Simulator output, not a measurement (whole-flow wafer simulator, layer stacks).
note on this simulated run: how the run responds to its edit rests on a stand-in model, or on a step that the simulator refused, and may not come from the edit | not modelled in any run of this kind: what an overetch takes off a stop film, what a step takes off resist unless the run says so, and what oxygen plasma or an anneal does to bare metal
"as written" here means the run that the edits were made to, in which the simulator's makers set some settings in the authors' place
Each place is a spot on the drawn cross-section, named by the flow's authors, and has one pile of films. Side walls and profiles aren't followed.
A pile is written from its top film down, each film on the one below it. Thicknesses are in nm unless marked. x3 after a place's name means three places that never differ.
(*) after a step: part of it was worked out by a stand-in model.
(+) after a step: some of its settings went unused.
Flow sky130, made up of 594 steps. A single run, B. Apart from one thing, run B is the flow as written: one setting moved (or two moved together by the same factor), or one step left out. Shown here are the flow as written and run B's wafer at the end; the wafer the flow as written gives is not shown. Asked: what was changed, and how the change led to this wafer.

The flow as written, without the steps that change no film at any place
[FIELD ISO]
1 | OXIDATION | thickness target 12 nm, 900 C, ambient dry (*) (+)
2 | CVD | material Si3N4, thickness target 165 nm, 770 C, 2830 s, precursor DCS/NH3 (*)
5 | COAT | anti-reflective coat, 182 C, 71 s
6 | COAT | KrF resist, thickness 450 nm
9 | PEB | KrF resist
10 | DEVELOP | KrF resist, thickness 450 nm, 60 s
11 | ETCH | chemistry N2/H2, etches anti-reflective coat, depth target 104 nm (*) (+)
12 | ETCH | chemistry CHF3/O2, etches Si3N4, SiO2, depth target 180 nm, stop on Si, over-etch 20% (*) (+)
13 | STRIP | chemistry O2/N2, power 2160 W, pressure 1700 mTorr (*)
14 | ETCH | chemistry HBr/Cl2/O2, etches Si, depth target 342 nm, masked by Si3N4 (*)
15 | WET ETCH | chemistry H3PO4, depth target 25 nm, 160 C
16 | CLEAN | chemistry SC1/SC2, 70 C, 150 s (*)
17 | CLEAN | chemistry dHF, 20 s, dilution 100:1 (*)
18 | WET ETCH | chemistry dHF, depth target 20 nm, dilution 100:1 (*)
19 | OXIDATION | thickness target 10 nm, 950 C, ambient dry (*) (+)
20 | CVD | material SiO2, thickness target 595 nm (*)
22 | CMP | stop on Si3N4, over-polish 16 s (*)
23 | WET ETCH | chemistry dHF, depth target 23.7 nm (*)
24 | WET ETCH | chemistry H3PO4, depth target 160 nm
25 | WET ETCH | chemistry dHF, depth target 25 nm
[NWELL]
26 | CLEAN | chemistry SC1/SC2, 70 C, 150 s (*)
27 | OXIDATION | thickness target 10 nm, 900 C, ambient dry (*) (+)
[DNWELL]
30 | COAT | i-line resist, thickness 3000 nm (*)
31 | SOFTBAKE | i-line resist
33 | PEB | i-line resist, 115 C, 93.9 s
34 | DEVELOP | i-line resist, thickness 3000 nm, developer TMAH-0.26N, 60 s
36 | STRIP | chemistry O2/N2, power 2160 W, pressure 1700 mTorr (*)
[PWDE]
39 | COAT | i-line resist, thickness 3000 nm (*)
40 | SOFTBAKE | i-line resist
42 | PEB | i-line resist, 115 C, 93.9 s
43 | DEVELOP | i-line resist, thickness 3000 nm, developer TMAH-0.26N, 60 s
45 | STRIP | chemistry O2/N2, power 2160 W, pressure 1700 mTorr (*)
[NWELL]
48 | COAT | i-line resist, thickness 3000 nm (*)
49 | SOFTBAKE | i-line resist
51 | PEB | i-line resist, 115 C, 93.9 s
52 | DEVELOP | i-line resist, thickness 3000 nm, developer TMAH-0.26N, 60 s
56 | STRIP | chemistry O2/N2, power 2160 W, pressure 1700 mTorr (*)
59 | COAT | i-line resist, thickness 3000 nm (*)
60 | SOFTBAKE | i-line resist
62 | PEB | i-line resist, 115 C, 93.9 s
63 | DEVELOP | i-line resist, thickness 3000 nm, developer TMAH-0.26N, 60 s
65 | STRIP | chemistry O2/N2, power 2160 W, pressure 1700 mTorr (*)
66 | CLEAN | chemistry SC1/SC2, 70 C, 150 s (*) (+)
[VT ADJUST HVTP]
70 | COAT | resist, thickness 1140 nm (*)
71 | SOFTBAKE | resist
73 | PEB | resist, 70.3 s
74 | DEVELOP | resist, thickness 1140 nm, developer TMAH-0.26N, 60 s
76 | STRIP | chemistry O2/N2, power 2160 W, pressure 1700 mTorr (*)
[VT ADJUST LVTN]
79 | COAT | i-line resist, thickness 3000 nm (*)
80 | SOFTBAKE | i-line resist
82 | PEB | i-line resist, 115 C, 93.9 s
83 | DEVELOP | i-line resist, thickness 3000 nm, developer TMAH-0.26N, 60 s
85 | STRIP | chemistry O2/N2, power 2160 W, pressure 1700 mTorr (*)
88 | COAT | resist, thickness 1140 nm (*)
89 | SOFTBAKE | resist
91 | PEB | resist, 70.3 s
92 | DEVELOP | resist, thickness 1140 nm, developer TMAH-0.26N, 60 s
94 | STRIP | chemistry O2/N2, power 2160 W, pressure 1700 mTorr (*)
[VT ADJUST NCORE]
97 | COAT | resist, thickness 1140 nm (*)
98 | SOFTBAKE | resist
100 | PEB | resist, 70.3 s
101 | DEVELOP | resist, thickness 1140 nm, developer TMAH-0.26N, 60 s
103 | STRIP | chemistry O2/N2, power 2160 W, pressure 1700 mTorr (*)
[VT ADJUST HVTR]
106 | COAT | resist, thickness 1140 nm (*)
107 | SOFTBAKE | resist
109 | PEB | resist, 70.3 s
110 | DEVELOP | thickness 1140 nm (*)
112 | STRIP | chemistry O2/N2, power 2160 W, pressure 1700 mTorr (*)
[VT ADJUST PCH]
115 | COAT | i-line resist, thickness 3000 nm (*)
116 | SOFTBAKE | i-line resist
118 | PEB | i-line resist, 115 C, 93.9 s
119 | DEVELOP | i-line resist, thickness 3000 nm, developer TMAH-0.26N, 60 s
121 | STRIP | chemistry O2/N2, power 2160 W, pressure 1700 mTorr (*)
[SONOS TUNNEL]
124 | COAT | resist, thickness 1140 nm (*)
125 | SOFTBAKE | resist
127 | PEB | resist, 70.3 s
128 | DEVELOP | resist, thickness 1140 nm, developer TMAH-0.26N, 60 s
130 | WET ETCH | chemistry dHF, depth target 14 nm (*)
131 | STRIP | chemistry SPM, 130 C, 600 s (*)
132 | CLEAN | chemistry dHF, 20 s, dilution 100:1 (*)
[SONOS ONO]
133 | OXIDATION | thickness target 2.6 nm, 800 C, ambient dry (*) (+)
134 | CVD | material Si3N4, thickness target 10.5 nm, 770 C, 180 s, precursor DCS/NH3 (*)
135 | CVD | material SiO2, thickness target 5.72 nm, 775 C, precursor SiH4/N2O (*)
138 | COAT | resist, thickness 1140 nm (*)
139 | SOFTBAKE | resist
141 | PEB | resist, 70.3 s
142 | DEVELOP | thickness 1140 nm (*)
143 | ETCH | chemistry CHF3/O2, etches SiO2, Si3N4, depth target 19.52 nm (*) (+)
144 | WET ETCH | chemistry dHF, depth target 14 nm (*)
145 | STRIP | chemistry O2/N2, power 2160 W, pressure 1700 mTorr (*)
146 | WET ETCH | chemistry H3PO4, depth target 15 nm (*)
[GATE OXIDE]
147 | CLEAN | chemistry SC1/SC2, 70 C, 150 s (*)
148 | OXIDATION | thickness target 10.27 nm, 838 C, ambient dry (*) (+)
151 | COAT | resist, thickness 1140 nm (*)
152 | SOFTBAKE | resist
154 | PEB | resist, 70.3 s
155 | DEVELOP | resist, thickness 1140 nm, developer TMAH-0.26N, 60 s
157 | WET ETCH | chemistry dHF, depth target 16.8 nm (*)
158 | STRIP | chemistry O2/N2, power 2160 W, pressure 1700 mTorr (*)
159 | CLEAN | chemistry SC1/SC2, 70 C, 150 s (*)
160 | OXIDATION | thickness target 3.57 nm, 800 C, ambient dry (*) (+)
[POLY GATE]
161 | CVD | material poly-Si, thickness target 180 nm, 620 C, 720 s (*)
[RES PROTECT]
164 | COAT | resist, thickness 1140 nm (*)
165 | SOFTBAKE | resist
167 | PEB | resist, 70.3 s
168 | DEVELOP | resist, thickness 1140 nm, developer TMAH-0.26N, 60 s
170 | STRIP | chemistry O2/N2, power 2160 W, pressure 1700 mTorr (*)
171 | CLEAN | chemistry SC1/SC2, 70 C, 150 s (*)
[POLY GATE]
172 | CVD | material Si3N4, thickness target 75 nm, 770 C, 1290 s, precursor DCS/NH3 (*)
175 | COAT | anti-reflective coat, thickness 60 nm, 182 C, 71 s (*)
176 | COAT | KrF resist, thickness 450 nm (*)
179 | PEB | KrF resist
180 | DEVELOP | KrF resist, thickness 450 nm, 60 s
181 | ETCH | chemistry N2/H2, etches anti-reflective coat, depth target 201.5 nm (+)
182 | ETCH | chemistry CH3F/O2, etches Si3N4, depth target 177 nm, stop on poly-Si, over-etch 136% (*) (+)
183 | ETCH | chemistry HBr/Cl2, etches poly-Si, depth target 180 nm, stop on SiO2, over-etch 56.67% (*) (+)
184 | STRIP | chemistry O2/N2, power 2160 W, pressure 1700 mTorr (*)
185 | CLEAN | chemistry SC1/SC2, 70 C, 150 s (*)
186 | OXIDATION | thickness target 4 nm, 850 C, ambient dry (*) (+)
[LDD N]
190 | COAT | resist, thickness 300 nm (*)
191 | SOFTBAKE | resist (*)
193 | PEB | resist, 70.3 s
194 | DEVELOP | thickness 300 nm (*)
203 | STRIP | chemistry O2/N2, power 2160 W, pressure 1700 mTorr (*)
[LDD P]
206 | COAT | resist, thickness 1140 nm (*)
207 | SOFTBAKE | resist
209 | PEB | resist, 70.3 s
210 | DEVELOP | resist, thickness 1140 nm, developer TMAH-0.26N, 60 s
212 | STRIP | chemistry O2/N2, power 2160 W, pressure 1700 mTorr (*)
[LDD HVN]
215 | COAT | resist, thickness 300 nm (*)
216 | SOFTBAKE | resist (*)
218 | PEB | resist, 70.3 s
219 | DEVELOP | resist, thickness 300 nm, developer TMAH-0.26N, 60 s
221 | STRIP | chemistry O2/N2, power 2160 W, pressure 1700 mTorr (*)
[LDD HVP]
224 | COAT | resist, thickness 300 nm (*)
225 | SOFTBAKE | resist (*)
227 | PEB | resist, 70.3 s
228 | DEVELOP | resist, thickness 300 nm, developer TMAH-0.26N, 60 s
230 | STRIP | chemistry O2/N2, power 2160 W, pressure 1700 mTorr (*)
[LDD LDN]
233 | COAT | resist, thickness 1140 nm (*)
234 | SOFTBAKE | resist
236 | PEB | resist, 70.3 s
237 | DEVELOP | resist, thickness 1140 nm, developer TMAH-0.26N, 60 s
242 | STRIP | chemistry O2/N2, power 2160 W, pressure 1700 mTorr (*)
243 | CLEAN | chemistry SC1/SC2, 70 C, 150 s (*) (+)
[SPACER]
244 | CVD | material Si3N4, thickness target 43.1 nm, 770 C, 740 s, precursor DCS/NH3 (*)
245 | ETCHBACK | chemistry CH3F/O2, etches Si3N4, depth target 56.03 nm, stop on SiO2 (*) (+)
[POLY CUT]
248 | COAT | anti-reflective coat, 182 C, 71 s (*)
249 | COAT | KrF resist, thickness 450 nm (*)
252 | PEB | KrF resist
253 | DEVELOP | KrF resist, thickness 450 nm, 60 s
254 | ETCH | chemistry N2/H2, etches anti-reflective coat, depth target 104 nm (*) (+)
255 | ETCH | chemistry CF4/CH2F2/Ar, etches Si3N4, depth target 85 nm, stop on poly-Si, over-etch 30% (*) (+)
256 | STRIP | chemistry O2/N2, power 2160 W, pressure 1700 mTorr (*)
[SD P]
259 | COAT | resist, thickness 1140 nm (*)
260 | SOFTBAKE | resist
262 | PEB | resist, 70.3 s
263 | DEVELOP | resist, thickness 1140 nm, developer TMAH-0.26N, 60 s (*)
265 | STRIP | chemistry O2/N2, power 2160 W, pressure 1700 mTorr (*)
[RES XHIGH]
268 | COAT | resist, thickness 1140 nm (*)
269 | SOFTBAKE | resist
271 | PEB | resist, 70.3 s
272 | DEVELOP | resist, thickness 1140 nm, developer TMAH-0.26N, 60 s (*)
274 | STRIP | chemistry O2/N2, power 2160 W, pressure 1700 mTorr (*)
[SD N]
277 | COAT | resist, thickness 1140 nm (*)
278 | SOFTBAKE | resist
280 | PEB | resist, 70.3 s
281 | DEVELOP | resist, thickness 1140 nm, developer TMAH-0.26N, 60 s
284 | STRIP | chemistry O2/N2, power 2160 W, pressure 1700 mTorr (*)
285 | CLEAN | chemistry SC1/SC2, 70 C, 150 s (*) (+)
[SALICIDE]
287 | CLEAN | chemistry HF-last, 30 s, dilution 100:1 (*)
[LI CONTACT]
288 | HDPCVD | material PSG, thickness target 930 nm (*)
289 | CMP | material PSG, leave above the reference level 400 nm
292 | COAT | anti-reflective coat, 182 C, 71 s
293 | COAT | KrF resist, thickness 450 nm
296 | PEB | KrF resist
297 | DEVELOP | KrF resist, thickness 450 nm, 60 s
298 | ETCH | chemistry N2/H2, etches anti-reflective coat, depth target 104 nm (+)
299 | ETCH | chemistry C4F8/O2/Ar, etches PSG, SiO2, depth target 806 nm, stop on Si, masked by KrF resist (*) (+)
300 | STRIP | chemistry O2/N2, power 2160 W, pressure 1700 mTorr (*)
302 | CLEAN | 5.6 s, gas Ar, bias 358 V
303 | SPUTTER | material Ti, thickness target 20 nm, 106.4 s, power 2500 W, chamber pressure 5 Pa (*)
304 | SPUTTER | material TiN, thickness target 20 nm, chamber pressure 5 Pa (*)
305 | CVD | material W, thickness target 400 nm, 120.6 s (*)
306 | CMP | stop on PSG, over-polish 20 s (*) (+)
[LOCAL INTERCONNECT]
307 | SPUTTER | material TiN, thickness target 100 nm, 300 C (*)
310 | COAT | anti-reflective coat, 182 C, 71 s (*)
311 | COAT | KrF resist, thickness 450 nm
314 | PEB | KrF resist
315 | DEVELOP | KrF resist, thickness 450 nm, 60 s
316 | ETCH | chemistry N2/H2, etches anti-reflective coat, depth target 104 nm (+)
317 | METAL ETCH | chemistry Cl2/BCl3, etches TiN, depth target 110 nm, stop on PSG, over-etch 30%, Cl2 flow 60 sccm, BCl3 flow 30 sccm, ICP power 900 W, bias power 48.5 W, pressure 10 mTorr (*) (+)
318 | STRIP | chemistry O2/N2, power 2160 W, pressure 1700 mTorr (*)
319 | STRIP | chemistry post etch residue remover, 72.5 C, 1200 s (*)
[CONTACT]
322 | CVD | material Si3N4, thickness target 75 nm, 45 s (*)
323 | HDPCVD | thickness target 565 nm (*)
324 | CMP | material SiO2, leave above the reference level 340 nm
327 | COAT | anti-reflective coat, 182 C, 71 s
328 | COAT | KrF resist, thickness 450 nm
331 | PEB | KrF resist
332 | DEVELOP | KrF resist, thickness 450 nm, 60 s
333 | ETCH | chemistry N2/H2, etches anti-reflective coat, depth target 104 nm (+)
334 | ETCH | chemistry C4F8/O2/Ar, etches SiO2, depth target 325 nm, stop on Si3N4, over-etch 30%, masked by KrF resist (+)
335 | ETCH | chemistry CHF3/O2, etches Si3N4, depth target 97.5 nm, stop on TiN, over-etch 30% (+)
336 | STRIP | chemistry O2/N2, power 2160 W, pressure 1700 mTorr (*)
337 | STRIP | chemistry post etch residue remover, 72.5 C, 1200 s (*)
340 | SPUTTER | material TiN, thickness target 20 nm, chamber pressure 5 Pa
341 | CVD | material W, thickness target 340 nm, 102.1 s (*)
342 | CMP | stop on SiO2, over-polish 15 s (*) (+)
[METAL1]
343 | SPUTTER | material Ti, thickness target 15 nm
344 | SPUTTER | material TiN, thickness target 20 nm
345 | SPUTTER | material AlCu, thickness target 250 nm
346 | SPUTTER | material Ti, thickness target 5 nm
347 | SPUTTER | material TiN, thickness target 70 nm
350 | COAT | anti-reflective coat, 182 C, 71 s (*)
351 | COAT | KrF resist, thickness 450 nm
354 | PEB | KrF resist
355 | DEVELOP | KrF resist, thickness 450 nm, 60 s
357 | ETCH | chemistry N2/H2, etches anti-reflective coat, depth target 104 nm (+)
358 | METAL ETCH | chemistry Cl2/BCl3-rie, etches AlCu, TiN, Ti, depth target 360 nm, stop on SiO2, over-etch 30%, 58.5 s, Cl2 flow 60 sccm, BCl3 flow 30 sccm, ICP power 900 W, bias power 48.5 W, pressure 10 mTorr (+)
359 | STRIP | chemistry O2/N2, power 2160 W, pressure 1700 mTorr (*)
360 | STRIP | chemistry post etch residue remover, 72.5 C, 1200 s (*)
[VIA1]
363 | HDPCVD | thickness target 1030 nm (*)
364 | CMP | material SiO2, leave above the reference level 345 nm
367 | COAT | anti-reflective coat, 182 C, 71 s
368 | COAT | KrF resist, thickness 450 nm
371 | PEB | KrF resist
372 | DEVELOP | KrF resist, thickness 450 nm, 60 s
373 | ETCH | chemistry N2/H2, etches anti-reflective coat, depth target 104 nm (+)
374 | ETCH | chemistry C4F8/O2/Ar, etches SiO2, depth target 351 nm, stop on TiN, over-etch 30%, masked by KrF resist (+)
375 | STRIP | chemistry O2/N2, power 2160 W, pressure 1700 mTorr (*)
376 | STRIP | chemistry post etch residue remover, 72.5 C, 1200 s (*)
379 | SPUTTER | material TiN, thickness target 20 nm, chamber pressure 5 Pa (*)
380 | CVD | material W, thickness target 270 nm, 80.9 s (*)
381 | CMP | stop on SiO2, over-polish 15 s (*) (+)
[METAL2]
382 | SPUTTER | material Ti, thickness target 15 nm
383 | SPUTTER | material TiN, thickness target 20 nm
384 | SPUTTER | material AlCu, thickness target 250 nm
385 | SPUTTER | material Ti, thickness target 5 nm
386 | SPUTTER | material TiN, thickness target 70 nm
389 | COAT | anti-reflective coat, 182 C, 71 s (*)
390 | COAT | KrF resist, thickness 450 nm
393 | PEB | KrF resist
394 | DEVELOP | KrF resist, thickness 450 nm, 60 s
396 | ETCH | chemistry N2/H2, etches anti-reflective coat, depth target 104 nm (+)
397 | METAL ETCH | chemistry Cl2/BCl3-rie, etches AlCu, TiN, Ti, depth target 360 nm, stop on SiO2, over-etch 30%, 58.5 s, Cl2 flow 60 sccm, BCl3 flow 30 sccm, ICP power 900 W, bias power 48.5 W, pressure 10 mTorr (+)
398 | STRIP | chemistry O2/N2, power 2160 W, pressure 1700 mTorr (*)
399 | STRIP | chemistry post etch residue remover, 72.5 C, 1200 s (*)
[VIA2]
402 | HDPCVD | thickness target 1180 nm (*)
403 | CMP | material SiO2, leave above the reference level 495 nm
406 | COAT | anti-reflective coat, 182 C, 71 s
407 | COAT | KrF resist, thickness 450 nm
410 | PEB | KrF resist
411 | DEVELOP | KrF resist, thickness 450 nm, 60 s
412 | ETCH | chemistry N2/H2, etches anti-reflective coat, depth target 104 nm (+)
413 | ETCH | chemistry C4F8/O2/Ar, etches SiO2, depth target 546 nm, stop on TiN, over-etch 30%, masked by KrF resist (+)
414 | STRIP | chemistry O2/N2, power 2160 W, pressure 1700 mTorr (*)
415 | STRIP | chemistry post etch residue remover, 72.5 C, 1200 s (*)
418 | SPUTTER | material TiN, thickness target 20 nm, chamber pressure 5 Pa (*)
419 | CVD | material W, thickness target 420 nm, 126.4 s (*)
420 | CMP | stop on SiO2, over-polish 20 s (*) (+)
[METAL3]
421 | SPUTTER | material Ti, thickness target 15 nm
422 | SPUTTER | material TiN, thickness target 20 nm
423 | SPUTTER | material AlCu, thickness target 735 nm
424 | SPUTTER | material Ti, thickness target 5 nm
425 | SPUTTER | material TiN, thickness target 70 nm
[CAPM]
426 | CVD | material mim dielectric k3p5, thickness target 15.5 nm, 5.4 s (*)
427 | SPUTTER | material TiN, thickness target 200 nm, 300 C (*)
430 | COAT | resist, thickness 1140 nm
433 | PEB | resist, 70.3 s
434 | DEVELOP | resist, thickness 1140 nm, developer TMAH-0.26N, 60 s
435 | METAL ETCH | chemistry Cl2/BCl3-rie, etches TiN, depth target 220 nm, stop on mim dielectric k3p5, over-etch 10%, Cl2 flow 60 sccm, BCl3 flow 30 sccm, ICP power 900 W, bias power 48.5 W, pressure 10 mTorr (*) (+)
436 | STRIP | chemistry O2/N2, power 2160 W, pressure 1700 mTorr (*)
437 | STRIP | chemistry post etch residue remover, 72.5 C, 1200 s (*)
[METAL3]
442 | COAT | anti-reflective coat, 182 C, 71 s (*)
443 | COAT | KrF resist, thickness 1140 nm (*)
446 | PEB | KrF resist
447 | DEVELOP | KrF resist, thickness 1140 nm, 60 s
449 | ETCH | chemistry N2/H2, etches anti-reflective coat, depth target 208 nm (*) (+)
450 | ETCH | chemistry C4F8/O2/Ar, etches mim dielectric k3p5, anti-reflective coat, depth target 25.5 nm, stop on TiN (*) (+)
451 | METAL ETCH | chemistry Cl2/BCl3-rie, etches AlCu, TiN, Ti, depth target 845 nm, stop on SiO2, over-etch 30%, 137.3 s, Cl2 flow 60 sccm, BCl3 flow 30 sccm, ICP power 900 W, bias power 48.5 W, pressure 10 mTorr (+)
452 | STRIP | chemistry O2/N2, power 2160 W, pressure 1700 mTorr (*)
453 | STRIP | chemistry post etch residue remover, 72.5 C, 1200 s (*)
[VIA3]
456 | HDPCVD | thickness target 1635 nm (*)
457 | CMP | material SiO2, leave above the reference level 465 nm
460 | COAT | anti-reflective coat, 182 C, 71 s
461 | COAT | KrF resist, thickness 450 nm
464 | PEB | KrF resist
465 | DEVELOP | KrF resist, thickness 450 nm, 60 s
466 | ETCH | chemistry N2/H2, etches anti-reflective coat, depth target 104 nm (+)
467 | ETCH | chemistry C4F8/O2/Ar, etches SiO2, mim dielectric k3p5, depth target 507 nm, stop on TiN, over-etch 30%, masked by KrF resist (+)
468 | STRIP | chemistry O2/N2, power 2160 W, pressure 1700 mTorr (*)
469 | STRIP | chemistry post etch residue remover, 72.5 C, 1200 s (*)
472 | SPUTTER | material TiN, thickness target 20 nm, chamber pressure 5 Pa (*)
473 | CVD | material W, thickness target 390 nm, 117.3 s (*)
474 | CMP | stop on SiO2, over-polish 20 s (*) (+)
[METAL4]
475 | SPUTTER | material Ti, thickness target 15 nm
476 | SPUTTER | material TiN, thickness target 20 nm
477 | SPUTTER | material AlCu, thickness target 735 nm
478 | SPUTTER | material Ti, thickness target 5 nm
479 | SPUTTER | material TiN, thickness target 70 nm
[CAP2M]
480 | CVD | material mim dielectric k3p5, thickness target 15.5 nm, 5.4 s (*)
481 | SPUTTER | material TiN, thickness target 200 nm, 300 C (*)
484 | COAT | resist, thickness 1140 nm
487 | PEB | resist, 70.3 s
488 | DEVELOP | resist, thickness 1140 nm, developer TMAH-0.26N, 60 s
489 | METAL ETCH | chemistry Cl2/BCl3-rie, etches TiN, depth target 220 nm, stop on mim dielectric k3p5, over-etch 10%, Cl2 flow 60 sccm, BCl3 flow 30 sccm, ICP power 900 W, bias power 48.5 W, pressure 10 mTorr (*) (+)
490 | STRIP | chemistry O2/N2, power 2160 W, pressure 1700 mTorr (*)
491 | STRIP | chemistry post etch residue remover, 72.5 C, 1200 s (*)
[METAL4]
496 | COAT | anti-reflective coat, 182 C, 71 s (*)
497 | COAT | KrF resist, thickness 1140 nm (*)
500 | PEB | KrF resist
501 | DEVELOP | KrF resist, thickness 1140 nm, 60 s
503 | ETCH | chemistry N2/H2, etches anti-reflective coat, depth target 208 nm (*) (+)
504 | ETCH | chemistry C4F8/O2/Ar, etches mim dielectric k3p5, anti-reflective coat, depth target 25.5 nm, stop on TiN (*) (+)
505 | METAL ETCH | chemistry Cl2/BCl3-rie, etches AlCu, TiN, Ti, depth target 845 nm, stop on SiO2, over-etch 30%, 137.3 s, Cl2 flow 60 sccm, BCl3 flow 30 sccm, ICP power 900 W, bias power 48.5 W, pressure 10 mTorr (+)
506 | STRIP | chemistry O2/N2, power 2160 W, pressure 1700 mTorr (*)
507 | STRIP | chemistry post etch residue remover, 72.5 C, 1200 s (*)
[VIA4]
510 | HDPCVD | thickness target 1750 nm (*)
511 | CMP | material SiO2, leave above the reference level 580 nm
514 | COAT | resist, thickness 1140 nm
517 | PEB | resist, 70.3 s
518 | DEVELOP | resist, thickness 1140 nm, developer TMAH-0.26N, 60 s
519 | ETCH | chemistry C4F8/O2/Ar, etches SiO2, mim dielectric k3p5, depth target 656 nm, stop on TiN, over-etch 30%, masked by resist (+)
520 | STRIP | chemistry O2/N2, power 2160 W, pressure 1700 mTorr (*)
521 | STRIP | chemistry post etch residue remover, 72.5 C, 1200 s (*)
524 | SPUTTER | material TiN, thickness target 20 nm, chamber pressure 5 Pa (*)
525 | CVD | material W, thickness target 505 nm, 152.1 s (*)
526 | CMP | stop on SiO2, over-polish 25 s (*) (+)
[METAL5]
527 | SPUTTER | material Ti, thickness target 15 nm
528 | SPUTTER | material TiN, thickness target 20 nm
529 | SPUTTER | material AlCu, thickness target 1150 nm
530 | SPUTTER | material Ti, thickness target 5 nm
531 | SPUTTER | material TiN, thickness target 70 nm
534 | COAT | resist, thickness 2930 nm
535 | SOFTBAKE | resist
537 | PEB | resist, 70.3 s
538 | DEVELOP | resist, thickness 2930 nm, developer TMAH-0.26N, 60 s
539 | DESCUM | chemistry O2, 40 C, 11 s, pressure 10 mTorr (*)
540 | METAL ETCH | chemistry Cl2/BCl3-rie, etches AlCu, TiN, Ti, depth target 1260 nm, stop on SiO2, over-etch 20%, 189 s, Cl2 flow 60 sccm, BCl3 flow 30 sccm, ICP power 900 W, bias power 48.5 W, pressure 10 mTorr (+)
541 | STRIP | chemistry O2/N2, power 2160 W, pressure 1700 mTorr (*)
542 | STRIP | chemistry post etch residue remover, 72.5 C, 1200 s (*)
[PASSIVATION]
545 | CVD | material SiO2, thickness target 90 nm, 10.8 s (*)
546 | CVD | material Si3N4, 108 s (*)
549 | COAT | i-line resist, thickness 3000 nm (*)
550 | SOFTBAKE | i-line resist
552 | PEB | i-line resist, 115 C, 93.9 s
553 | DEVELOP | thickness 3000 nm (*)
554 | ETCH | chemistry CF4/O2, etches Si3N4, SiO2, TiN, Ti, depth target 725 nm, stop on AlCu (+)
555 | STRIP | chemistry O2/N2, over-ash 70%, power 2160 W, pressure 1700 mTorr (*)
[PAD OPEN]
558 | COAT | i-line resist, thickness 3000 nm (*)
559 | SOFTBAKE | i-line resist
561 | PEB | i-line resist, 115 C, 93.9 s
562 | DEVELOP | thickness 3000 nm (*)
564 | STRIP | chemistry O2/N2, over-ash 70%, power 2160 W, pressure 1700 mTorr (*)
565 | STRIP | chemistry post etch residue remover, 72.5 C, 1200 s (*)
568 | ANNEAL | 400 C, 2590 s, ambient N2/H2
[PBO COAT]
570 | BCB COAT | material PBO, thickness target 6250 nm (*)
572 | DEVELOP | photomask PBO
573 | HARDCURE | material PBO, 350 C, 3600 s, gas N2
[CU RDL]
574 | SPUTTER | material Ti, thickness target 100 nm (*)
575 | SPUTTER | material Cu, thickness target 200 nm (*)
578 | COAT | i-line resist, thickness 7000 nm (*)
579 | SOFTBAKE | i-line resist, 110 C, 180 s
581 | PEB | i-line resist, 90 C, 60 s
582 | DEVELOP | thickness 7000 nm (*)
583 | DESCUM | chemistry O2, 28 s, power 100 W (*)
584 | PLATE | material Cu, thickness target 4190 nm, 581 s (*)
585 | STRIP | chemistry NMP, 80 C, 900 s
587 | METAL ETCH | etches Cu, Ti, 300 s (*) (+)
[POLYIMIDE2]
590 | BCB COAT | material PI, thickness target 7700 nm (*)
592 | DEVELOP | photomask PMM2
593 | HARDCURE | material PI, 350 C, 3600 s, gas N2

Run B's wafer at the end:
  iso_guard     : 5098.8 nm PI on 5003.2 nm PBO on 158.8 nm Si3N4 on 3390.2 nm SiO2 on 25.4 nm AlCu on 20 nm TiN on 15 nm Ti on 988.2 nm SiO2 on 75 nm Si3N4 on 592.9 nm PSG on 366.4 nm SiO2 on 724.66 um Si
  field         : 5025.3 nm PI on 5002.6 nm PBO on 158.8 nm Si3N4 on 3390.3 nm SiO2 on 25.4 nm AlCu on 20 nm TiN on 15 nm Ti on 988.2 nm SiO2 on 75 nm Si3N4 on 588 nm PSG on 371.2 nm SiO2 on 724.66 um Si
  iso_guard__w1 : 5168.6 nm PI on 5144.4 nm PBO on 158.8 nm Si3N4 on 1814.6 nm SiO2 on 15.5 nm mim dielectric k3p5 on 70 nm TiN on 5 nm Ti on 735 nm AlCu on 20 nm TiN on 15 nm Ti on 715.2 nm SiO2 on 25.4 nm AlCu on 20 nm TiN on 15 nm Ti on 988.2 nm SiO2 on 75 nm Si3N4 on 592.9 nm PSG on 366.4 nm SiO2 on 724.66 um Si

The reason: step 397, METAL ETCH: depth target 225 nm was run, whereas the flow has depth target 360 nm; step 397, METAL ETCH: 36.6 s was run, where the flow has 58.5 s.

The path from the change to this, step by step:
  397 | METAL ETCH | chemistry Cl2/BCl3-rie, etches AlCu, TiN, Ti, depth target 360 nm, stop on SiO2, over-etch 30%, 58.5 s, Cl2 flow 60 sccm, BCl3 flow 30 sccm, ICP power 900 W, bias power 48.5 W, pressure 10 mTorr (+)
      field, active, gate and 82 more: -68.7 TiN (all of it), -5 Ti (all of it), -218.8 AlCu (in the flow as written it would be: -68.7 TiN (all of it), -5 Ti (all of it), -250 AlCu (all of it), -20 TiN (all of it), -15 Ti (all of it), -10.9 SiO2)
      n_well, p_well, gate_hv and 98 more: -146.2 KrF resist (in the flow as written it would be: -234 KrF resist)
      (and at 5 other places as well)
  398 | STRIP | chemistry O2/N2, power 2160 W, pressure 1700 mTorr (*)
      gate_hv, mim, dice_street and 96 more: -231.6 KrF resist (all of it), -80 anti-reflective coat (all of it) (in the flow as written it would be: -143.8 KrF resist (all of it), -80 anti-reflective coat (all of it))
      n_well, p_well, sd_n, sd_p, pad: -231.5 KrF resist (all of it), -80 anti-reflective coat (all of it) (in the flow as written it would be: -143.8 KrF resist (all of it), -80 anti-reflective coat (all of it))
      (and at 2 other places as well)
  399 | STRIP | chemistry post etch residue remover, 72.5 C, 1200 s (*)
      field, active, gate and 82 more: -5.72 AlCu (in the flow as written it would be: nothing)
  402 | HDPCVD | thickness target 1180 nm (*)
      field, active, gate and 82 more: +1180 SiO2 (new film) (in the flow as written it would be: +1180 SiO2)
  403 | CMP | material SiO2, leave above the reference level 495 nm
      field, active, gate and 82 more: -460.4 SiO2 (in the flow as written it would be: -389.1 SiO2)
Taking metal films that touch as one body, iso_guard has 1 body; the flow as written gives 0 bodies.
Taking metal films that touch as one body, field has 1 body; the flow as written gives 0 bodies.
Taking metal films that touch as one body, iso_guard__w1 has 2 bodies (between them, from the top down: SiO2 715.2); the flow as written gives 1 body.
